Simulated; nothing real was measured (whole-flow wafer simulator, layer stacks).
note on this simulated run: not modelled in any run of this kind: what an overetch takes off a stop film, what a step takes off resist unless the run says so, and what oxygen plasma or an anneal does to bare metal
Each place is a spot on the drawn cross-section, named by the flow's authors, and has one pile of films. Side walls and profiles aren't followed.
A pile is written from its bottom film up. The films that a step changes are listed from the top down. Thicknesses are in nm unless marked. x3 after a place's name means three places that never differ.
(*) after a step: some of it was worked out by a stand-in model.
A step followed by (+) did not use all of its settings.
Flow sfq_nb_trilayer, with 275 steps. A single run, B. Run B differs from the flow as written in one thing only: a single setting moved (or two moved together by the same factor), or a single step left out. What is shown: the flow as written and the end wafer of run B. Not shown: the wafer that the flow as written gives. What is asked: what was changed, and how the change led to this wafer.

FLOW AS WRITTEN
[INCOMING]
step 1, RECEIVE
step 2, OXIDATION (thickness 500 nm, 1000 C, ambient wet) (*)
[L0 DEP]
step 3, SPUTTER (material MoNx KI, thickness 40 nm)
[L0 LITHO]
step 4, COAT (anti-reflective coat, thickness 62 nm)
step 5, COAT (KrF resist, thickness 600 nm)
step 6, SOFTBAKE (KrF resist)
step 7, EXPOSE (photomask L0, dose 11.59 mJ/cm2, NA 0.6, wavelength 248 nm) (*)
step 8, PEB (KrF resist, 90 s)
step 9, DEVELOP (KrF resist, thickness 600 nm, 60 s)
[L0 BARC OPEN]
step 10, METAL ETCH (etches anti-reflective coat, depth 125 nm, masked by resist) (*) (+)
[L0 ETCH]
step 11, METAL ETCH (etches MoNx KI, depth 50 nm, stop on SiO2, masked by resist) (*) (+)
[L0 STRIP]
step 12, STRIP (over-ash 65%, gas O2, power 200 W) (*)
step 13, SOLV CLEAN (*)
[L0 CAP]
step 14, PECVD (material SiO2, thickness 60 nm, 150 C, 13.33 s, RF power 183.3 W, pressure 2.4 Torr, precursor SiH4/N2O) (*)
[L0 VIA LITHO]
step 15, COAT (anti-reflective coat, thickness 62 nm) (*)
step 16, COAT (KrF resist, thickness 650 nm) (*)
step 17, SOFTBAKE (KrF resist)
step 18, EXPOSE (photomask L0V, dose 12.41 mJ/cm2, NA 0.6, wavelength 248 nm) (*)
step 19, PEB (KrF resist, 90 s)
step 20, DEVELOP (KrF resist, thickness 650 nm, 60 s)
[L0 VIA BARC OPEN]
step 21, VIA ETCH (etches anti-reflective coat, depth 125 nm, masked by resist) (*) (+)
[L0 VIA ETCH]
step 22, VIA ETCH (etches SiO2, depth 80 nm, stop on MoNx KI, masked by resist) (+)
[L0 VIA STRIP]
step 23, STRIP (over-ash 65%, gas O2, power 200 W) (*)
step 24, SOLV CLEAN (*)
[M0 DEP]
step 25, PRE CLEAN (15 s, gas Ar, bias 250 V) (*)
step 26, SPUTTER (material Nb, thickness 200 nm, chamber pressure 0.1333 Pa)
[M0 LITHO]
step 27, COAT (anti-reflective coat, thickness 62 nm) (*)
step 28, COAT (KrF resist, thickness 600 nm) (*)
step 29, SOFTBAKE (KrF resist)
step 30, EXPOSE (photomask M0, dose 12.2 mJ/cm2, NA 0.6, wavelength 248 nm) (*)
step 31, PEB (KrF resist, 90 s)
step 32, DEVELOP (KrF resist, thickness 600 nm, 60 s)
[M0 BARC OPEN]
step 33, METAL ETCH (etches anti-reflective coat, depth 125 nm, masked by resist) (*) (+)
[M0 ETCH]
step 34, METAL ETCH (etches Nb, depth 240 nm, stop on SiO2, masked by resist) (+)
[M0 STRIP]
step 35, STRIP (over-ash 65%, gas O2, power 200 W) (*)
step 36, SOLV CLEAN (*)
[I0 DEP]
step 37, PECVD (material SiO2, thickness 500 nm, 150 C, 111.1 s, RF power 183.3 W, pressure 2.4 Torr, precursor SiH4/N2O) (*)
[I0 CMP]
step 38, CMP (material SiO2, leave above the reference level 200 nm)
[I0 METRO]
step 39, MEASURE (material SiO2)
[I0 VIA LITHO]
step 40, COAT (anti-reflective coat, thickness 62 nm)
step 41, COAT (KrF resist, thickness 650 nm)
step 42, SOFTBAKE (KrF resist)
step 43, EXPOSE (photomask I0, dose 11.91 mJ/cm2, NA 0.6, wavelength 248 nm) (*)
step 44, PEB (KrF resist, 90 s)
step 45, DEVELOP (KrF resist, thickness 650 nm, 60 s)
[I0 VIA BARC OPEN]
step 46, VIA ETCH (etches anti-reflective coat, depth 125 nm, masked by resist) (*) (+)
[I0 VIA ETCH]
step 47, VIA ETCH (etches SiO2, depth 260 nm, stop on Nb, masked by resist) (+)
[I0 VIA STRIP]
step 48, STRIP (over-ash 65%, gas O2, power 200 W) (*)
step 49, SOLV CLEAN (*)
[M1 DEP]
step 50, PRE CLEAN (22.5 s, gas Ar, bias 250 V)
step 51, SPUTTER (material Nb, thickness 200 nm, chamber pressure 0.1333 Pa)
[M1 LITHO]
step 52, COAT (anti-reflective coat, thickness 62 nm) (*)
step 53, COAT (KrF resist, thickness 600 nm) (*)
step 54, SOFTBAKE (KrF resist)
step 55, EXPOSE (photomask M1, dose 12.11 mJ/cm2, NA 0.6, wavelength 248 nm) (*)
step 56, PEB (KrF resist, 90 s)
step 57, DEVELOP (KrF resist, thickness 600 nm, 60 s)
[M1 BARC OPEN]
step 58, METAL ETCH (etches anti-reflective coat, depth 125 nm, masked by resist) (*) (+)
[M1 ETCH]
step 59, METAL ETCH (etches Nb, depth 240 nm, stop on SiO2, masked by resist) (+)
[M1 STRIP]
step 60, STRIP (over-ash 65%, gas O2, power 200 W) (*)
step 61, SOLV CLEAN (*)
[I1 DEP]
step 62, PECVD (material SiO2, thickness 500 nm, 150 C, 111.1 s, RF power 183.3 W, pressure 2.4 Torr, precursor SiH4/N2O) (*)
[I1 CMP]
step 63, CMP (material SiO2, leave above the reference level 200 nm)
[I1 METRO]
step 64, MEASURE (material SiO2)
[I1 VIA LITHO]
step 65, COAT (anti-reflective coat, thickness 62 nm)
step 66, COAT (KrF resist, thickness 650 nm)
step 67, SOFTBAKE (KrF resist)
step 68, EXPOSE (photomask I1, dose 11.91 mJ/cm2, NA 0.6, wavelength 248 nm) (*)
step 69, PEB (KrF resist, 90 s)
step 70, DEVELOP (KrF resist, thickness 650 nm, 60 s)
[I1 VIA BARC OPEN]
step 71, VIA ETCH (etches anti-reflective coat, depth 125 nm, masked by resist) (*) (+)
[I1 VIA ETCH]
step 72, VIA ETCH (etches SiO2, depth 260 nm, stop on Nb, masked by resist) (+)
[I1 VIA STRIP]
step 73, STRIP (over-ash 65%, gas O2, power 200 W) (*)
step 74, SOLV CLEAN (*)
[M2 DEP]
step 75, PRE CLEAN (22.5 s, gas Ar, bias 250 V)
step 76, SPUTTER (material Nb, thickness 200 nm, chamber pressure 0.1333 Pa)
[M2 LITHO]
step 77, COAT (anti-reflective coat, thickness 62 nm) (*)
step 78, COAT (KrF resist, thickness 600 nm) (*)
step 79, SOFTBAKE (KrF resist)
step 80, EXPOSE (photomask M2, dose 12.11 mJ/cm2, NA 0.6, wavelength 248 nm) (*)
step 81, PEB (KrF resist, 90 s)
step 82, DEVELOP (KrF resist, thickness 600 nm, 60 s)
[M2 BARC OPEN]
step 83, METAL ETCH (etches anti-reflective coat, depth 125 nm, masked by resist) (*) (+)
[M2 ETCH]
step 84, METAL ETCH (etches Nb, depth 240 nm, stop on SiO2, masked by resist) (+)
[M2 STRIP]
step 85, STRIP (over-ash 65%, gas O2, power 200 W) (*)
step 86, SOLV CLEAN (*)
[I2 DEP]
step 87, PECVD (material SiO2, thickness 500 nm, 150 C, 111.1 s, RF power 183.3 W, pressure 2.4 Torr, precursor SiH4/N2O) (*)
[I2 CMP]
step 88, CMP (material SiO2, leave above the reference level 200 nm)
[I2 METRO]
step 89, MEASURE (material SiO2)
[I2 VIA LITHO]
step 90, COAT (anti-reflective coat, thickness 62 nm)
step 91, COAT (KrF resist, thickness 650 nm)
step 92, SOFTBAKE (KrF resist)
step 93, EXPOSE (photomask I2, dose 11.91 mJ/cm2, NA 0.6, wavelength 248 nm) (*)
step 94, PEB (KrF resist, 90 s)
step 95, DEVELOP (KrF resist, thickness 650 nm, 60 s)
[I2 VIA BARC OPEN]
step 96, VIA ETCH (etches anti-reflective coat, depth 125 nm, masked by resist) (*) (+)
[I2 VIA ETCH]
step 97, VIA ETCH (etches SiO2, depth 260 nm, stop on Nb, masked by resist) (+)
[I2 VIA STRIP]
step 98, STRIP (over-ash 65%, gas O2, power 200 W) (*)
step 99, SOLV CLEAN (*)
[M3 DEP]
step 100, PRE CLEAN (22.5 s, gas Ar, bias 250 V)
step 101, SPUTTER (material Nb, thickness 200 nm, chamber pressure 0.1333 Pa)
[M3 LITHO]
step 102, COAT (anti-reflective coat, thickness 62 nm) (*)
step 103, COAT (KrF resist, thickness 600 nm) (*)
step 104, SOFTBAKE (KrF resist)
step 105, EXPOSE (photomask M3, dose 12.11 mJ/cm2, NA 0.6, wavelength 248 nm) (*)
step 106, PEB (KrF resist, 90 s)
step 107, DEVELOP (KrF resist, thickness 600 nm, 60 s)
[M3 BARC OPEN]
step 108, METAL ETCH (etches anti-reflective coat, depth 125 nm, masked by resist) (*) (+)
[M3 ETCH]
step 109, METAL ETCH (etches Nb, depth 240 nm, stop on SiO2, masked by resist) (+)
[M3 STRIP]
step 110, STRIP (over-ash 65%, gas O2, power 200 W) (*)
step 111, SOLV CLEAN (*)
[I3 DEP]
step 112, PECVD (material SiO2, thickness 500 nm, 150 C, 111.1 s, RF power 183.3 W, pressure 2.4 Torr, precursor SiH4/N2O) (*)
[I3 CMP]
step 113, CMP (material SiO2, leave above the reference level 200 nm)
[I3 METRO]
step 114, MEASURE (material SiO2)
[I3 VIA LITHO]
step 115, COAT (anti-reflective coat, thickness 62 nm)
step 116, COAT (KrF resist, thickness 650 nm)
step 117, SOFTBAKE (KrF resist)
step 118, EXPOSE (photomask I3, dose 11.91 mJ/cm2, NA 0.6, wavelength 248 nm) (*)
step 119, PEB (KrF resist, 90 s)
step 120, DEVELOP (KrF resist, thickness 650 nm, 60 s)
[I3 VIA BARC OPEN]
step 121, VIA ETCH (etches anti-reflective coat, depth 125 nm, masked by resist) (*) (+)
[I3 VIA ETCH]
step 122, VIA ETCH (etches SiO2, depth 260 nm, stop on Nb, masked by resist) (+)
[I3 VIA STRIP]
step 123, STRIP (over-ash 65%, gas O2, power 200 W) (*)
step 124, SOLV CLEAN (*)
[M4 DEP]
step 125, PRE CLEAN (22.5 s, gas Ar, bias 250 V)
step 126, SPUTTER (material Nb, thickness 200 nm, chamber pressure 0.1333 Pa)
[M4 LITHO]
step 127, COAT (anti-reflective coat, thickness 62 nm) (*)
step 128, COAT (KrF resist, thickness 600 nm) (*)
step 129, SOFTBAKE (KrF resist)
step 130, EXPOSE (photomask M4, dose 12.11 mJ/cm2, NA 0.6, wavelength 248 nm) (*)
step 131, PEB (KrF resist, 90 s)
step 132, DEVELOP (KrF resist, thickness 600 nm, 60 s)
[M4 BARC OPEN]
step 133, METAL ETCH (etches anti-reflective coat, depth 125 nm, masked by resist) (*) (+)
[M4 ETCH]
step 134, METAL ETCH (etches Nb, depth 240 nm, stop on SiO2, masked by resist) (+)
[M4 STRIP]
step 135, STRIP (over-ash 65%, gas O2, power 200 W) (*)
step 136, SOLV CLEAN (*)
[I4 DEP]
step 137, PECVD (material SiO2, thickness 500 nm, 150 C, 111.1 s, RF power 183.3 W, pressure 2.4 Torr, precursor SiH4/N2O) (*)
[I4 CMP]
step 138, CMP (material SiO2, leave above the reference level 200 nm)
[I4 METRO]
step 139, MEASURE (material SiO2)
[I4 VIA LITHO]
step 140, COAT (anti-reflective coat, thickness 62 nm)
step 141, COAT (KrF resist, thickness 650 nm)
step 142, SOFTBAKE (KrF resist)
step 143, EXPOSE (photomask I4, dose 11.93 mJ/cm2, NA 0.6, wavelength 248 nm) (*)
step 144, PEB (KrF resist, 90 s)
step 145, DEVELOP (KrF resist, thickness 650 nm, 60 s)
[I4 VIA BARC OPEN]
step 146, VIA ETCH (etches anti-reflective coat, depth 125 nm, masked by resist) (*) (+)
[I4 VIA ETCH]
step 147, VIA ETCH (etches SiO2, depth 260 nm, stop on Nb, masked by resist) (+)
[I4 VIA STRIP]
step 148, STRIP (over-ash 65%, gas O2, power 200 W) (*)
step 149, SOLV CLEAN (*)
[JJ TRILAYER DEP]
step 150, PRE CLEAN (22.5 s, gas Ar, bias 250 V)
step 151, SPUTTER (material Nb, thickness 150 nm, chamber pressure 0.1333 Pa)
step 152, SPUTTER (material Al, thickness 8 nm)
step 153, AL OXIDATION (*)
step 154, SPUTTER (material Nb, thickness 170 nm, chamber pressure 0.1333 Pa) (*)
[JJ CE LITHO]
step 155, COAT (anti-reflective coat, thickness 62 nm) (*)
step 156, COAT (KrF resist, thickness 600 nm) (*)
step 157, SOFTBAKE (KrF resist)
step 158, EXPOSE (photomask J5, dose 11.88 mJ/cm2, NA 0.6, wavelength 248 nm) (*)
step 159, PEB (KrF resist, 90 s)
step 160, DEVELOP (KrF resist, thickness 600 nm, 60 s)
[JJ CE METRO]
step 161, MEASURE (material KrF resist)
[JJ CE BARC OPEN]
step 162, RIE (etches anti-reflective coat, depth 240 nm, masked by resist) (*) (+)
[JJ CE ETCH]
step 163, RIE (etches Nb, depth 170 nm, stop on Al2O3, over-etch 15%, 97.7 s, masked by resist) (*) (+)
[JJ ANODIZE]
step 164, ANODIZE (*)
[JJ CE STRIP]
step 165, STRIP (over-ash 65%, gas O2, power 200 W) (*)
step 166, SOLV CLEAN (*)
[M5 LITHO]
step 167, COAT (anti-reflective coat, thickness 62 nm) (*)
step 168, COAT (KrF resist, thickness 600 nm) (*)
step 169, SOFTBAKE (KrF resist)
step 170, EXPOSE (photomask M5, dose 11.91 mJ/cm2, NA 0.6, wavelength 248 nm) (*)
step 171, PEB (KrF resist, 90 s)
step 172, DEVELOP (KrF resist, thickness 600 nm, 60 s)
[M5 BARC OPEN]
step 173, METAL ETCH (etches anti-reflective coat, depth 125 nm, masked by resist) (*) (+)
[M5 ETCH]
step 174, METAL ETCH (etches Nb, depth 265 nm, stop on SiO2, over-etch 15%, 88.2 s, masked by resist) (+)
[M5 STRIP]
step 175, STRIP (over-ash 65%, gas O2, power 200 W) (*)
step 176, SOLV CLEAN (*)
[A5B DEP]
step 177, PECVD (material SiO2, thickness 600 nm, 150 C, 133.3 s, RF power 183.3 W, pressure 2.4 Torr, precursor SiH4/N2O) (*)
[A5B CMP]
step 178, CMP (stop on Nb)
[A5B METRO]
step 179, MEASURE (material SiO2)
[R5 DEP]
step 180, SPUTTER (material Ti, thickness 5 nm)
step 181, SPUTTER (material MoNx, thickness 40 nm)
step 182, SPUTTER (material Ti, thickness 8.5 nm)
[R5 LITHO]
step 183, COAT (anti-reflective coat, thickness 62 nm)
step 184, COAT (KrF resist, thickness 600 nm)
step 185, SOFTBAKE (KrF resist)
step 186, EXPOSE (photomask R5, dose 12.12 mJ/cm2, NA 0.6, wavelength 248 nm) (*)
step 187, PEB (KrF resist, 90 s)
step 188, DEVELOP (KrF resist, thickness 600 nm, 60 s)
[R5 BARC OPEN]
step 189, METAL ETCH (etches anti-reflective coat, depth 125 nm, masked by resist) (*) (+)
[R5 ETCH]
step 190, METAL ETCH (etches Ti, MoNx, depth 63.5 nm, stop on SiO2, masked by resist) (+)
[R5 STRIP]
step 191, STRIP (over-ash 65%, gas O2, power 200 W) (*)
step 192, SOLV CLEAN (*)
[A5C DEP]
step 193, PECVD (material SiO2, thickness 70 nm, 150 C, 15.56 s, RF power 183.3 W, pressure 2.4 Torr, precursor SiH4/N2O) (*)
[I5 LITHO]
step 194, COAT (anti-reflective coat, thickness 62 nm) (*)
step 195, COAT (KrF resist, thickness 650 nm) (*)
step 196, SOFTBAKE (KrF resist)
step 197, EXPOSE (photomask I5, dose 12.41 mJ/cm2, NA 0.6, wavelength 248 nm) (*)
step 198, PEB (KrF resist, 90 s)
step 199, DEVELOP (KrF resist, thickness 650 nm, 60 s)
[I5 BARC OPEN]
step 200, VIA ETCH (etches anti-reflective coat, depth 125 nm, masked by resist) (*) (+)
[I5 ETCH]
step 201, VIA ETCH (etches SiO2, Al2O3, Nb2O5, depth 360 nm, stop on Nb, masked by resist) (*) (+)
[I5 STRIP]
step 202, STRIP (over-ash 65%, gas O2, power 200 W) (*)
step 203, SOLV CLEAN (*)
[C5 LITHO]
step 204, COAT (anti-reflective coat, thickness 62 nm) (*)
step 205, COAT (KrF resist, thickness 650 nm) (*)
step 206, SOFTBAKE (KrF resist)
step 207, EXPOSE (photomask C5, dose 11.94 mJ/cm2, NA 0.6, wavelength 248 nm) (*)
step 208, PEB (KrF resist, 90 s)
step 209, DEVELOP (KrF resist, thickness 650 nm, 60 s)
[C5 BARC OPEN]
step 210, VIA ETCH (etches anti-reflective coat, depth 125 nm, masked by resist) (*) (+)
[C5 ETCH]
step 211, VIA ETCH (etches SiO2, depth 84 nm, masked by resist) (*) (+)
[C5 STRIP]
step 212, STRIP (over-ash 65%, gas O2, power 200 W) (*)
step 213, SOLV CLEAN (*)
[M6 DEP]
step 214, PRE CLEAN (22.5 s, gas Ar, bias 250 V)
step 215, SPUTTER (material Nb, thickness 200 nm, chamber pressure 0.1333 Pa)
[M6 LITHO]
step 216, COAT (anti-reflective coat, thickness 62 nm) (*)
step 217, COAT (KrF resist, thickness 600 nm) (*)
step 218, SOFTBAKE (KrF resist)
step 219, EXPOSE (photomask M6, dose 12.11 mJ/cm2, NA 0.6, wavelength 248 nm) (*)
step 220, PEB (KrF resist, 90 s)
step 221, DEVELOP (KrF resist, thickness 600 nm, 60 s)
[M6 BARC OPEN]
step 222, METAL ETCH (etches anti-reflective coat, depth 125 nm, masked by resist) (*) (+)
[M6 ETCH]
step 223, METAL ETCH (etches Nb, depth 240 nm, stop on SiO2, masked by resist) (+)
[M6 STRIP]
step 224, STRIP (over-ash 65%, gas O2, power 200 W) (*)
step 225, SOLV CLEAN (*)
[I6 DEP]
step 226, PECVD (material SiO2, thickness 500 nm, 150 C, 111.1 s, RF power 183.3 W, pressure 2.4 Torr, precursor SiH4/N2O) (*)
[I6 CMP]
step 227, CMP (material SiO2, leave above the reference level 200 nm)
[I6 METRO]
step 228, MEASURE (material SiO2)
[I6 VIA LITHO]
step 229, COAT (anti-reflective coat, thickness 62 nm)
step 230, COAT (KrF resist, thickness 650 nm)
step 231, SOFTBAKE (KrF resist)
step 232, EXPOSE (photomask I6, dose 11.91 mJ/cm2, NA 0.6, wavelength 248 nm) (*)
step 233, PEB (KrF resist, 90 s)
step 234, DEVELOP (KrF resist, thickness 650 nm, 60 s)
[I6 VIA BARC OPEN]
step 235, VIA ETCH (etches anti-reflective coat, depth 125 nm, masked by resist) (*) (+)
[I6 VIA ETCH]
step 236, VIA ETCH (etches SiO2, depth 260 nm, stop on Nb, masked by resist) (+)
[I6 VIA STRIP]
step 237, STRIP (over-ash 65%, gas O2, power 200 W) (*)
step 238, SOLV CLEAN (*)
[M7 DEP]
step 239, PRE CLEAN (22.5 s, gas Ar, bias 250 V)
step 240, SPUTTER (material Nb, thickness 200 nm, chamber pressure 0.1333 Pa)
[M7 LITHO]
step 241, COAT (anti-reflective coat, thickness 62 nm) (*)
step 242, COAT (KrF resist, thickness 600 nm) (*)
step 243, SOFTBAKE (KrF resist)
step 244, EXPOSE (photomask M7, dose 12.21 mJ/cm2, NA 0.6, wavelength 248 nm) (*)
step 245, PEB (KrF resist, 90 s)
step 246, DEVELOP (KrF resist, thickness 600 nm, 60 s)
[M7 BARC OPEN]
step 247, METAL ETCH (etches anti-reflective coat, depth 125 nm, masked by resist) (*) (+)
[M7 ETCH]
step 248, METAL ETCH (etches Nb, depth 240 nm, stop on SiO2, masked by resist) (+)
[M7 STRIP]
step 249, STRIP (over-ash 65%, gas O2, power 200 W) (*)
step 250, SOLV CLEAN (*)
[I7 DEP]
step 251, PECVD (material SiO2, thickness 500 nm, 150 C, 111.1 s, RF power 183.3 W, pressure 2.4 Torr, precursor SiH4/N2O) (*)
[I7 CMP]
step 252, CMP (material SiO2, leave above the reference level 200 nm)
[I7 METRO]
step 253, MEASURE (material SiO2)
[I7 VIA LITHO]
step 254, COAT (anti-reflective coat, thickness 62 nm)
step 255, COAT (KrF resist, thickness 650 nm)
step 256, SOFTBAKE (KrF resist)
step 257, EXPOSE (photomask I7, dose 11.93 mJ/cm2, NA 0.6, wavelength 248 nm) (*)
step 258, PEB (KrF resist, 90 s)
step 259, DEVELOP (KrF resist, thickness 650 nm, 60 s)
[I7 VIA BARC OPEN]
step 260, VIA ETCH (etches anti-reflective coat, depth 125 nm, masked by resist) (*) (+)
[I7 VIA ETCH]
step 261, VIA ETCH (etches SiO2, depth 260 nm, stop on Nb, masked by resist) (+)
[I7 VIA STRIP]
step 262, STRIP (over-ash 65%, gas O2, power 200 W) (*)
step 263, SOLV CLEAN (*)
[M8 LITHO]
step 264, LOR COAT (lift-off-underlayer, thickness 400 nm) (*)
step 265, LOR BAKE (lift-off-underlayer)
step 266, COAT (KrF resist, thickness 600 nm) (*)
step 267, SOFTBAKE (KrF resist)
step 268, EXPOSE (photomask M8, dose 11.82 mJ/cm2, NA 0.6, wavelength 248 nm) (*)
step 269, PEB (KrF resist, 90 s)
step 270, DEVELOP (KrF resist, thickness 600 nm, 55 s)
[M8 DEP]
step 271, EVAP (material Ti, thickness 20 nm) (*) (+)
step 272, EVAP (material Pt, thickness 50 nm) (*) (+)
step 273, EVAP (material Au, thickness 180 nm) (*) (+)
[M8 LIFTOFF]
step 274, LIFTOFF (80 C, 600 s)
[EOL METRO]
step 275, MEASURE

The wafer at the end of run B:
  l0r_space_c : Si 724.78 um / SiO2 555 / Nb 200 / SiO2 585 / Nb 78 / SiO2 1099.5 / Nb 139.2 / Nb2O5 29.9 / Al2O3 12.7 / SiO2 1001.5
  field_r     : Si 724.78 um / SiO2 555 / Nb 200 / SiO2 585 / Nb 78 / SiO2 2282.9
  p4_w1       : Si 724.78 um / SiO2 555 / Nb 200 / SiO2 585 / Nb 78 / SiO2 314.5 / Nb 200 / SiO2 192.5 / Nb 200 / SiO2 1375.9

The reason: step 84, METAL ETCH: depth 122 nm was run, while the flow as written has depth 240 nm.

The path from the change to this, step by step:
  step 84, METAL ETCH (etches Nb, depth 240 nm, stop on SiO2, masked by resist) (+)
      field_l, be, be_sur and 81 more: Nb loses 122 (in the flow as written it would be: Nb loses 200 (all of it))
      v_sur, via_wl, via_w and 19 more: KrF resist loses 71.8 (in the flow as written it would be: KrF resist loses 141.2)
  step 85, STRIP (over-ash 65%, gas O2, power 200 W) (*)
      wl_j_sl, wl_jj, wl_j_sr and 12 more: KrF resist loses 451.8 (all of it), anti-reflective coat loses 62 (all of it) (in the flow as written it would be: KrF resist loses 382.4 (all of it), anti-reflective coat loses 62 (all of it))
      v_sur: KrF resist loses 449.5 (all of it), anti-reflective coat loses 61.4 (all of it) (in the flow as written it would be: KrF resist loses 380 (all of it), anti-reflective coat loses 61.4 (all of it))
      (as well as at 6 more places)
  step 87, PECVD (material SiO2, thickness 500 nm, 150 C, 111.1 s, RF power 183.3 W, pressure 2.4 Torr, precursor SiH4/N2O) (*)
      field_l, be, be_sur and 81 more: SiO2 gains 500 (new film) (in the flow as written it would be: SiO2 gains 500)
  step 88, CMP (material SiO2, leave above the reference level 200 nm)
      field_l, be, be_sur and 81 more: SiO2 loses 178 (in the flow as written it would be: SiO2 loses 100)
If metal films that touch count as one body, l0r_space_c has 3 bodies (between them, from the top down: SiO2 1099.5; SiO2 585); the flow as written gives 2 bodies (between them, from the top down: SiO2 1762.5).
If metal films that touch count as one body, field_r has 2 bodies (between them, from the top down: SiO2 585); the flow as written gives 1 body.
If metal films that touch count as one body, p4_w1 has 4 bodies (between them, from the top down: SiO2 192.5; SiO2 314.5; SiO2 585); the flow as written gives 3 bodies (between them, from the top down: SiO2 192.5; SiO2 977.5).
